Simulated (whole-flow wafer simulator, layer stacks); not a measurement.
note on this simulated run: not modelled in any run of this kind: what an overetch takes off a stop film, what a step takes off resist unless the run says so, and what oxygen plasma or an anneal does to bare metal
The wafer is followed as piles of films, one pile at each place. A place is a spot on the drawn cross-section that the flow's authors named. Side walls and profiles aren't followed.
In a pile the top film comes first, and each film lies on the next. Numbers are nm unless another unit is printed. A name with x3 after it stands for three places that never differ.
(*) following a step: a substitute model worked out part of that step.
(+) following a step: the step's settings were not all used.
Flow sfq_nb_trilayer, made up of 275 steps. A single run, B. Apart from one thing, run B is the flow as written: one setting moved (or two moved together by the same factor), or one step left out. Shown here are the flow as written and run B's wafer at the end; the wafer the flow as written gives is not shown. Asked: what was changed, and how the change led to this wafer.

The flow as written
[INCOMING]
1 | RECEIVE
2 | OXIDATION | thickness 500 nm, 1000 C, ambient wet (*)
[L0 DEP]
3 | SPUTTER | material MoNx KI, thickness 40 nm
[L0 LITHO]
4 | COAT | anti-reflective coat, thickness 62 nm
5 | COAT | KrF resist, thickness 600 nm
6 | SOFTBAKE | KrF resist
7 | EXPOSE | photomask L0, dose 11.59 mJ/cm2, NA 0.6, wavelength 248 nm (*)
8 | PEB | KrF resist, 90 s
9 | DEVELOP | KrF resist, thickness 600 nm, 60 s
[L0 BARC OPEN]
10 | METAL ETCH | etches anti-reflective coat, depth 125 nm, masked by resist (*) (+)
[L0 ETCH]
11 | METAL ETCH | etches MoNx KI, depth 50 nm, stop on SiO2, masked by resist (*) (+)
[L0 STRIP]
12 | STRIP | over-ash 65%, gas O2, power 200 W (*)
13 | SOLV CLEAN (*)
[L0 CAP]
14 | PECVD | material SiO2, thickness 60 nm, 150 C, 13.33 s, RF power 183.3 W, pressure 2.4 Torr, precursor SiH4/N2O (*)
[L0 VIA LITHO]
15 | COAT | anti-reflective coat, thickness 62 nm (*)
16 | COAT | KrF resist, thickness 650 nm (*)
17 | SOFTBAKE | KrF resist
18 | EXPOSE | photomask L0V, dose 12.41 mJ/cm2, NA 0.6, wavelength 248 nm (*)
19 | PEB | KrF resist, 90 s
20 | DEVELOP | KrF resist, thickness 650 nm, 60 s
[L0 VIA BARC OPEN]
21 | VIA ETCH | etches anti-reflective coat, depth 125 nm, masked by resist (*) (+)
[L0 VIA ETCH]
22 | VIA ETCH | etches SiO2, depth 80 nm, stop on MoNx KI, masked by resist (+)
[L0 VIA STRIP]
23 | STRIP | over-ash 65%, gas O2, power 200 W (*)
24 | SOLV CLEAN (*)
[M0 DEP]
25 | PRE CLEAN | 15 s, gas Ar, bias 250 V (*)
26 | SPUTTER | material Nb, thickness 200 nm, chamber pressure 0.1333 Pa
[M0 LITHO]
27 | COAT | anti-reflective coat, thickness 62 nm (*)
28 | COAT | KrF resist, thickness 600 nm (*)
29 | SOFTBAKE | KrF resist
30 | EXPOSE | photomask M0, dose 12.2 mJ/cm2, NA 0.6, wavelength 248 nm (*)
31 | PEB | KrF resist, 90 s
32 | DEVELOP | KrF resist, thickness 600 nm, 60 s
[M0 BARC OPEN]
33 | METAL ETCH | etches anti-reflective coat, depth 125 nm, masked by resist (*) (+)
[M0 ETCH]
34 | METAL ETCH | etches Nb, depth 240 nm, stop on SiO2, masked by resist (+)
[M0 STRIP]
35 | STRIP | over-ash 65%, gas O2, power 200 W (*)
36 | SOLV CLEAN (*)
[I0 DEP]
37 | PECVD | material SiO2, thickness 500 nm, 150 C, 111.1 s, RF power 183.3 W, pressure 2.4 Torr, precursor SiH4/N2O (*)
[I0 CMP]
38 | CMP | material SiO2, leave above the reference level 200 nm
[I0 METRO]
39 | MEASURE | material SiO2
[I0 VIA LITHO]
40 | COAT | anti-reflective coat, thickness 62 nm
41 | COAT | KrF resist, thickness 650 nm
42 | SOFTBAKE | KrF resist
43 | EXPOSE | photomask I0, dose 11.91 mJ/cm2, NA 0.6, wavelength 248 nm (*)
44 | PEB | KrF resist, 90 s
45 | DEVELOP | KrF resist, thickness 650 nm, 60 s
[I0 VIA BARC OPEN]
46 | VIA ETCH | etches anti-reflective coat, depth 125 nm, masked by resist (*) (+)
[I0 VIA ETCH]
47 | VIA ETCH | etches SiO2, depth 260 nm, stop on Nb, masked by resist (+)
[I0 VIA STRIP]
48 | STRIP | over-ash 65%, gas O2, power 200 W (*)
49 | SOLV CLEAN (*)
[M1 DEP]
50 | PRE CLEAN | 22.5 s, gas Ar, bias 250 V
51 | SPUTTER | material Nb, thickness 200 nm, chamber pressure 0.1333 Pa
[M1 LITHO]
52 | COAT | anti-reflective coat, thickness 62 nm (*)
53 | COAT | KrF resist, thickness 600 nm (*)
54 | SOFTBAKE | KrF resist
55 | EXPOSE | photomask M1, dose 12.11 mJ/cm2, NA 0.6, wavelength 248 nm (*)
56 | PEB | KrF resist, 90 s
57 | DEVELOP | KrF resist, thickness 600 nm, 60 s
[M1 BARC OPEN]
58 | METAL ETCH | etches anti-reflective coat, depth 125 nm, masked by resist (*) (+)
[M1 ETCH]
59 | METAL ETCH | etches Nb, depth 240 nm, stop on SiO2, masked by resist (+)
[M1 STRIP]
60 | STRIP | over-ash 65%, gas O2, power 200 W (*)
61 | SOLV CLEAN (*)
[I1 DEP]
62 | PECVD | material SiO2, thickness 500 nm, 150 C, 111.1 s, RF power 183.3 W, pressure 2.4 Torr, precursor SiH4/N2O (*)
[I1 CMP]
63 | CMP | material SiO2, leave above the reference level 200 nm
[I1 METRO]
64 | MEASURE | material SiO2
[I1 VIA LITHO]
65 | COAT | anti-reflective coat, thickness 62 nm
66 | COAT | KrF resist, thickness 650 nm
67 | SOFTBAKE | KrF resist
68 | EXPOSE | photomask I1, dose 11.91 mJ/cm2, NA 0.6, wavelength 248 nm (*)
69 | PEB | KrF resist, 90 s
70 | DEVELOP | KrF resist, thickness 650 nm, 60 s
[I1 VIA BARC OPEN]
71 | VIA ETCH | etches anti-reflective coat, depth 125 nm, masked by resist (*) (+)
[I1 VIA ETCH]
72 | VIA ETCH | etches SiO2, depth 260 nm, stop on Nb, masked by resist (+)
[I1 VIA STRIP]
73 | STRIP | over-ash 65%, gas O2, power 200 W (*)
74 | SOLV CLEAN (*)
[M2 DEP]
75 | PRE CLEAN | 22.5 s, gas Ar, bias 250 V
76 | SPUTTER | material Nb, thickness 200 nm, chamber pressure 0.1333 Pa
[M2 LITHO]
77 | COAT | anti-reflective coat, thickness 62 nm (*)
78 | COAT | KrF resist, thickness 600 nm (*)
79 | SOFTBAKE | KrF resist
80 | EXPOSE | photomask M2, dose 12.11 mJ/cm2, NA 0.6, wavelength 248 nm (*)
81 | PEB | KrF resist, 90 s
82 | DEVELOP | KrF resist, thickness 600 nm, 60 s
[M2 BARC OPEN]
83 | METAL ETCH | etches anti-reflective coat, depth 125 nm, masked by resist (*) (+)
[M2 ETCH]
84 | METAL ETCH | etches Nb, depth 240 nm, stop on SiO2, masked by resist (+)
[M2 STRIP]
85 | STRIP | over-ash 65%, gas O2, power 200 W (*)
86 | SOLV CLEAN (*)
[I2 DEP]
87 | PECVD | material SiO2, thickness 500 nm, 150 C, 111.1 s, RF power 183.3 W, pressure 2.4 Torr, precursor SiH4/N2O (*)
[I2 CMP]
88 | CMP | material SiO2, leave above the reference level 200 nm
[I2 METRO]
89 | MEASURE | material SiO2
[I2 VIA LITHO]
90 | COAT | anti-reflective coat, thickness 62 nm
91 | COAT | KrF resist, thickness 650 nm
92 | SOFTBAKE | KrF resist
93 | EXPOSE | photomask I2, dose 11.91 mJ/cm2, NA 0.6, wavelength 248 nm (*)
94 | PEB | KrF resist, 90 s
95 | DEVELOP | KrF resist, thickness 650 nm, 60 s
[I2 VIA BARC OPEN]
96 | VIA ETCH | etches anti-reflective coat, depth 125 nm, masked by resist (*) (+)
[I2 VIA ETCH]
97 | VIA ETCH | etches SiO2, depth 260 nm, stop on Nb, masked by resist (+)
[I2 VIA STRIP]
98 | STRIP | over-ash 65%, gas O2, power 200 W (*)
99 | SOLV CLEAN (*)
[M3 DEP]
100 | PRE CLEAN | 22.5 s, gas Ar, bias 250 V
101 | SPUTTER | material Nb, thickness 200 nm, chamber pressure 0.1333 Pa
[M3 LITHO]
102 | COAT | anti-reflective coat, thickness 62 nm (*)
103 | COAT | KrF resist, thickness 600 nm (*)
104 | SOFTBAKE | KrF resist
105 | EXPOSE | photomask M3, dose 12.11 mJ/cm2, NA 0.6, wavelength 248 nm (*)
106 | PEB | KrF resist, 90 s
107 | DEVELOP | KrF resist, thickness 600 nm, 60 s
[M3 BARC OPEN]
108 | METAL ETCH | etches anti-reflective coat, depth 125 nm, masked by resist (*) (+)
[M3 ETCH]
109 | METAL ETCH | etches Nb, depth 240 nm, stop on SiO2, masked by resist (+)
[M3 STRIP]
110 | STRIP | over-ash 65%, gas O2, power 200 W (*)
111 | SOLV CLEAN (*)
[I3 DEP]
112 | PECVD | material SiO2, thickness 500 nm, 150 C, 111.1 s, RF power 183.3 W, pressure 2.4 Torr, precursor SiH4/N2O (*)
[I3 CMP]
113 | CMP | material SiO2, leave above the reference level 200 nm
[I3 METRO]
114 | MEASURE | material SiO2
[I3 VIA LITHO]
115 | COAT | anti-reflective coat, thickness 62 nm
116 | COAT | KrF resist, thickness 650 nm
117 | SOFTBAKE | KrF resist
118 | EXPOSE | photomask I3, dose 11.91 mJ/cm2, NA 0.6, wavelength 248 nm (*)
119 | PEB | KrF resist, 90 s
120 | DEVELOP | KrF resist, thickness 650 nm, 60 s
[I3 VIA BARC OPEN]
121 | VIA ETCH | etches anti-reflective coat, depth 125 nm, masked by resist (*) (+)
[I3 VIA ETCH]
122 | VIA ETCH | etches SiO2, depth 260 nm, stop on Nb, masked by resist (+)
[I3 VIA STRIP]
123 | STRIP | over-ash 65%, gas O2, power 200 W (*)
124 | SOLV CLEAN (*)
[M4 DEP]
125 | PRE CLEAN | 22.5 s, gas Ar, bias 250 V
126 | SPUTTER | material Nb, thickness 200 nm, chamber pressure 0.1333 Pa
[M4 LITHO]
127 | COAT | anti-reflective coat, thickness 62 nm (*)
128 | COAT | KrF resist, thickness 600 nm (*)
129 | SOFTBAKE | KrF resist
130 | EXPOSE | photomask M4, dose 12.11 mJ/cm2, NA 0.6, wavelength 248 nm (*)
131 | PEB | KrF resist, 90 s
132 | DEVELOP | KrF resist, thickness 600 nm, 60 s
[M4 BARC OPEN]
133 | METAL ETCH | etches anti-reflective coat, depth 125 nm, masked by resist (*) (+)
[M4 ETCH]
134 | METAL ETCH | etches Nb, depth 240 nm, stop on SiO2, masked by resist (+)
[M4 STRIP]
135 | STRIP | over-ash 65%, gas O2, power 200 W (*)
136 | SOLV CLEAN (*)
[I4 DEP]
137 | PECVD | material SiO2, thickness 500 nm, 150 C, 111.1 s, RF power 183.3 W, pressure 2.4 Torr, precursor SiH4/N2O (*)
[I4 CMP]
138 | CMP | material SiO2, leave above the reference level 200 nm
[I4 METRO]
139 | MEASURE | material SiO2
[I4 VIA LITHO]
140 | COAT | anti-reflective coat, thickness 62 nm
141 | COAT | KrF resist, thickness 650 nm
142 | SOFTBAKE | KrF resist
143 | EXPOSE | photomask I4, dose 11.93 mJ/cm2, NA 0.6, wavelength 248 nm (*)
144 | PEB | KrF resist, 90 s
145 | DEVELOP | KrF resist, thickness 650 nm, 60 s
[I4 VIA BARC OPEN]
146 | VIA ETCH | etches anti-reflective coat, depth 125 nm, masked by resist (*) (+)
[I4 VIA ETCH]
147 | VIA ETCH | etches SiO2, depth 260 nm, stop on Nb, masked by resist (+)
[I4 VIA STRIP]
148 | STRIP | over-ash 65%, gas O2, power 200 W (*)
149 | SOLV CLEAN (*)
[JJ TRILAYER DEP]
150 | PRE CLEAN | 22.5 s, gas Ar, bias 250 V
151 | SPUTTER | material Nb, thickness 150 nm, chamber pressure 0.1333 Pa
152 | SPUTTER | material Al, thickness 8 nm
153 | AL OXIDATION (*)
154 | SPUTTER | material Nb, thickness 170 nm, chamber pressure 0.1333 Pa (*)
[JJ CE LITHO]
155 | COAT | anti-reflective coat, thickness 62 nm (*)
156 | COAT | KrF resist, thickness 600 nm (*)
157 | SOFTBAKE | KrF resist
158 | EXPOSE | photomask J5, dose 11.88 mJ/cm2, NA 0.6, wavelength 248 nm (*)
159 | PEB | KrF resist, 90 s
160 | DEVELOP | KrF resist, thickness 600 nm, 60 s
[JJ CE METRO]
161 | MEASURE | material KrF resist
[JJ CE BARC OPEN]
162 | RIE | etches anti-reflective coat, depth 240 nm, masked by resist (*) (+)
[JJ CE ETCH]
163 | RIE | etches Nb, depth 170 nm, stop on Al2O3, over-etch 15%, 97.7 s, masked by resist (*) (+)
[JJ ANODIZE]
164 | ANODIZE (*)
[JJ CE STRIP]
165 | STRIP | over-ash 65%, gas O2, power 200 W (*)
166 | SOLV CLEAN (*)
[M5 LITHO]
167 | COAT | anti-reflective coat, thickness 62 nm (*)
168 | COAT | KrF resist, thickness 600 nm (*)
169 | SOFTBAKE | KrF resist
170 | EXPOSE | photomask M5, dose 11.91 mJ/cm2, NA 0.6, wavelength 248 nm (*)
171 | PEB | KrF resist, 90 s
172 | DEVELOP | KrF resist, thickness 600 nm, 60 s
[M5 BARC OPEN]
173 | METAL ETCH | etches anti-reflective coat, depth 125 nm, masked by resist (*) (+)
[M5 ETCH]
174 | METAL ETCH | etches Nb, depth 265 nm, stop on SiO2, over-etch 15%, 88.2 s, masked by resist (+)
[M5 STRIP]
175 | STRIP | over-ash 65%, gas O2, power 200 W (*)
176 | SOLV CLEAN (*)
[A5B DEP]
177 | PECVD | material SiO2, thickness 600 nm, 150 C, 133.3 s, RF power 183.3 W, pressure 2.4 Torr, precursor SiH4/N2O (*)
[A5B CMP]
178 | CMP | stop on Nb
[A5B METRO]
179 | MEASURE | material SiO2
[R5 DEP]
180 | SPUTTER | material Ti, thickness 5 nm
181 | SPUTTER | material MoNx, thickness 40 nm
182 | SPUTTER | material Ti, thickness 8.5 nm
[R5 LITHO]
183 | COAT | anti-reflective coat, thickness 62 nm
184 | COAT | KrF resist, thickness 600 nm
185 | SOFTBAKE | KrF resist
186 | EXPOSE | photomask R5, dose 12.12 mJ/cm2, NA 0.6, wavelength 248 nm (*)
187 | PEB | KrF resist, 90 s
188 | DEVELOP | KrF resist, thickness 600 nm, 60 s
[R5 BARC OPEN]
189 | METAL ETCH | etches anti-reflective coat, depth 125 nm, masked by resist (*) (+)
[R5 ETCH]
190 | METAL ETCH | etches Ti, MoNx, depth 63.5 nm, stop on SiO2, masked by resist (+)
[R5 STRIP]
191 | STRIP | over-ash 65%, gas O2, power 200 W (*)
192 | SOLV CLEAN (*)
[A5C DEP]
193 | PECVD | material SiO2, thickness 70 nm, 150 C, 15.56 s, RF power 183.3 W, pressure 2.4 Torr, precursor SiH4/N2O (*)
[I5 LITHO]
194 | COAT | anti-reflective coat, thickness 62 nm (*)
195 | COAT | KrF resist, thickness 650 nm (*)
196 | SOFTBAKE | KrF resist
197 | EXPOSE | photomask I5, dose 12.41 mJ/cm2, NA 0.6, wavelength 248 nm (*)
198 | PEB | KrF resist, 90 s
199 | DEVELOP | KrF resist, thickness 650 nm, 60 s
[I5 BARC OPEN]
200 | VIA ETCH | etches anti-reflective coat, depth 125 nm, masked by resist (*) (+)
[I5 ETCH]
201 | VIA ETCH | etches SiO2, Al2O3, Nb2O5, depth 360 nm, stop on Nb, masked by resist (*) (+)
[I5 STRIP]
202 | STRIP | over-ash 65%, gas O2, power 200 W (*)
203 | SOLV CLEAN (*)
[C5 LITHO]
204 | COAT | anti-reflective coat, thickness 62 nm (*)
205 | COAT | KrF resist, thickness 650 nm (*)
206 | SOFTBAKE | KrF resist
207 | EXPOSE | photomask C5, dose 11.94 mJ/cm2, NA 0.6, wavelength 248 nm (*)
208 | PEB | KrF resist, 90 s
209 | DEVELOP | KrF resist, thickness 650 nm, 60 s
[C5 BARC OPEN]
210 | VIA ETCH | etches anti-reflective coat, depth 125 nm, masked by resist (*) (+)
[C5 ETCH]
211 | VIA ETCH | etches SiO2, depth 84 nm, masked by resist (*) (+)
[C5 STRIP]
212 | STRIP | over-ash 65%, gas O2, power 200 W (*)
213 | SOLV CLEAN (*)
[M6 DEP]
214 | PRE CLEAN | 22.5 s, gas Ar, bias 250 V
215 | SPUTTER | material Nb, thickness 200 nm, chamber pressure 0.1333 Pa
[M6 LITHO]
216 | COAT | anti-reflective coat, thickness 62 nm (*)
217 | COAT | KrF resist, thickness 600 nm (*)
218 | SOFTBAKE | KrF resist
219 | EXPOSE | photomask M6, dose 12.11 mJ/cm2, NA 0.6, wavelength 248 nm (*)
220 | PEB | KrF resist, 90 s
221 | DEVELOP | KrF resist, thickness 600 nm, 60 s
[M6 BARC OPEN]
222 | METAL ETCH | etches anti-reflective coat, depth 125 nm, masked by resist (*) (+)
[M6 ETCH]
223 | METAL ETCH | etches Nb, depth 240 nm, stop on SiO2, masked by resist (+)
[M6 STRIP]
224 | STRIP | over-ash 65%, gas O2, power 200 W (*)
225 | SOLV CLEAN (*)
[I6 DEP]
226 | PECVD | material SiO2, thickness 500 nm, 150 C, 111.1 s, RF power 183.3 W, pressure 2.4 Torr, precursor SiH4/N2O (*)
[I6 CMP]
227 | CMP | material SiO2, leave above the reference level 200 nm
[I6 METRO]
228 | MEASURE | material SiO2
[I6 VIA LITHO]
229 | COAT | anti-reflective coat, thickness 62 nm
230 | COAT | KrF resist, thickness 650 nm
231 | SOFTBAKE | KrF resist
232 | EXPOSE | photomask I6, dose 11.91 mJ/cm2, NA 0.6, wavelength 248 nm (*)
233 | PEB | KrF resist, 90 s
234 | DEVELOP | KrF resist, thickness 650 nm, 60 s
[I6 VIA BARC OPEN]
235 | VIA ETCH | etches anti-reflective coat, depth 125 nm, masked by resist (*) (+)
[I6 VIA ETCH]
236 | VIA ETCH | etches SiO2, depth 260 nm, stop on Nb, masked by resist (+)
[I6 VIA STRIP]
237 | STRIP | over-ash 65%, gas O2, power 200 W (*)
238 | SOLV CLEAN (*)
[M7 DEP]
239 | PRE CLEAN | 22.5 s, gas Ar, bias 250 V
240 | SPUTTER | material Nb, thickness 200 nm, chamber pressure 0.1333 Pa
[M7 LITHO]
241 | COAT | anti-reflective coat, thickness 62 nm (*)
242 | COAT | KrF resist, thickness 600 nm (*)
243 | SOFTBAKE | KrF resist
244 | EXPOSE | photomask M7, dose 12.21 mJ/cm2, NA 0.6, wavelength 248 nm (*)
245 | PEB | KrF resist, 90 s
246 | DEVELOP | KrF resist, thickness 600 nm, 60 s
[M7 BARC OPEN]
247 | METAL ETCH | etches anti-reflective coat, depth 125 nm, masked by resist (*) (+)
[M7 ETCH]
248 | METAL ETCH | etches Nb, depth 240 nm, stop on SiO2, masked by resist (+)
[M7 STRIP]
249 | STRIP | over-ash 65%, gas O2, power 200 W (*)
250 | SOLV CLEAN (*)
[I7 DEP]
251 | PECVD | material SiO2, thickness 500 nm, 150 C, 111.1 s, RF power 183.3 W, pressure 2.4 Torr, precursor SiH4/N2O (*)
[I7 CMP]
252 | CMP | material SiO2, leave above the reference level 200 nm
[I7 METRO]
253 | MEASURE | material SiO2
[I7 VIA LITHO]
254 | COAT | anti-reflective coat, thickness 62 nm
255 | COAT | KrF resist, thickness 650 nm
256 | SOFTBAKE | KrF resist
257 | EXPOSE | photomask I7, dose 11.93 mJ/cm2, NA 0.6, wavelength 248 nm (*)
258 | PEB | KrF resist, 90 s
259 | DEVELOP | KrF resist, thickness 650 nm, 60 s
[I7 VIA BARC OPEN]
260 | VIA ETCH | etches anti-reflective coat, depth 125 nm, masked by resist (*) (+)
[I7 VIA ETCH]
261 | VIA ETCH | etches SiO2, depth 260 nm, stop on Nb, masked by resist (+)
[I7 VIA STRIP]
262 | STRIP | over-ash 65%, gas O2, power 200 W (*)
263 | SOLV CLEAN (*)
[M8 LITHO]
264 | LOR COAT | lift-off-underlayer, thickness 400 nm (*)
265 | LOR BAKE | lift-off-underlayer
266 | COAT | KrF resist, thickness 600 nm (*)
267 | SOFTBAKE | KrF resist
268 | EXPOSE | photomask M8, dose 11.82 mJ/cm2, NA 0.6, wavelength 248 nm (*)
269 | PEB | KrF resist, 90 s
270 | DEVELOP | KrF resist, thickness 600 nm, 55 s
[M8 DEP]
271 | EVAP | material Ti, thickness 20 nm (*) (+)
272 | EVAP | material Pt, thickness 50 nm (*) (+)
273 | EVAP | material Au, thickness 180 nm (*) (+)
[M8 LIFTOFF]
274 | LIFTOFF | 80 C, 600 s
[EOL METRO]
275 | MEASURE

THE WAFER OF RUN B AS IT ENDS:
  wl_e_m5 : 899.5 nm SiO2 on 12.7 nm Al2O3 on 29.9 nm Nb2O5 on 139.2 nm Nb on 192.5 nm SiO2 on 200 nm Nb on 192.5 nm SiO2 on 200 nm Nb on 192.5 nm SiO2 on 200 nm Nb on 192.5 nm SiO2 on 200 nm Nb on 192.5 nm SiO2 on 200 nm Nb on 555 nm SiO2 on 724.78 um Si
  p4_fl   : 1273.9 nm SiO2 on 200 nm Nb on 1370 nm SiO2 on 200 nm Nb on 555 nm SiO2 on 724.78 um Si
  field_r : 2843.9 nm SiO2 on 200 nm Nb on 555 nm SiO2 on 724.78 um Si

What caused this: step 215, SPUTTER: thickness 98 nm was run, whereas the flow has thickness 200 nm.

Step by step, how the change led to this:
  215 | SPUTTER | material Nb, thickness 200 nm, chamber pressure 0.1333 Pa
      field_l, v_sur, via_wl and 100 more: +98 Nb (new film) (it would be, as written: +200 Nb (new film))
      be: +72.6 Nb (it would be, as written: +147.3 Nb)
      (as well as at 2 more places)
  216 | COAT | anti-reflective coat, thickness 62 nm (*)
      be: +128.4 anti-reflective coat (new film) (it would be, as written: +136.7 anti-reflective coat (new film))
      be_sur: +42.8 anti-reflective coat (new film) (it would be, as written: +43.8 anti-reflective coat (new film))
      (as well as at 1 more place)
  223 | METAL ETCH | etches Nb, depth 240 nm, stop on SiO2, masked by resist (+)
      field_l, gap, moat and 76 more: -98 Nb (all of it) (it would be, as written: -200 Nb (all of it))
      v_sur, via_wl, via_w and 24 more: -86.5 KrF resist (it would be, as written: -141.2 KrF resist)
  224 | STRIP | over-ash 65%, gas O2, power 200 W (*)
      wl_j_sl, wl_j_sr: -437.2 KrF resist (all of it), -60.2 anti-reflective coat (all of it) (it would be, as written: -382.5 KrF resist (all of it), -60.2 anti-reflective coat (all of it))
      wl_c_m6, wl_f_m6: -437 KrF resist (all of it), -62 anti-reflective coat (all of it) (it would be, as written: -382.3 KrF resist (all of it), -62 anti-reflective coat (all of it))
      (as well as at 23 more places)
  226 | PECVD | material SiO2, thickness 500 nm, 150 C, 111.1 s, RF power 183.3 W, pressure 2.4 Torr, precursor SiH4/N2O (*)
      gap, wl_a_sl, m6r_space_l, m6r_space_r: +500 SiO2 (it would be, as written: +557.1 SiO2)
      be: +654.7 SiO2 (new film) (it would be, as written: +693.5 SiO2 (new film))
  227 | CMP | material SiO2, leave above the reference level 200 nm
      field_l, p4_fl, p4_fm and 59 more: -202 SiO2 (it would be, as written: -100 SiO2)
      moat, field_r, lsp_l, ln_m5, lsp_m: -202 SiO2 (it would be, as written: -93.6 SiO2)
      (as well as at 13 more places)
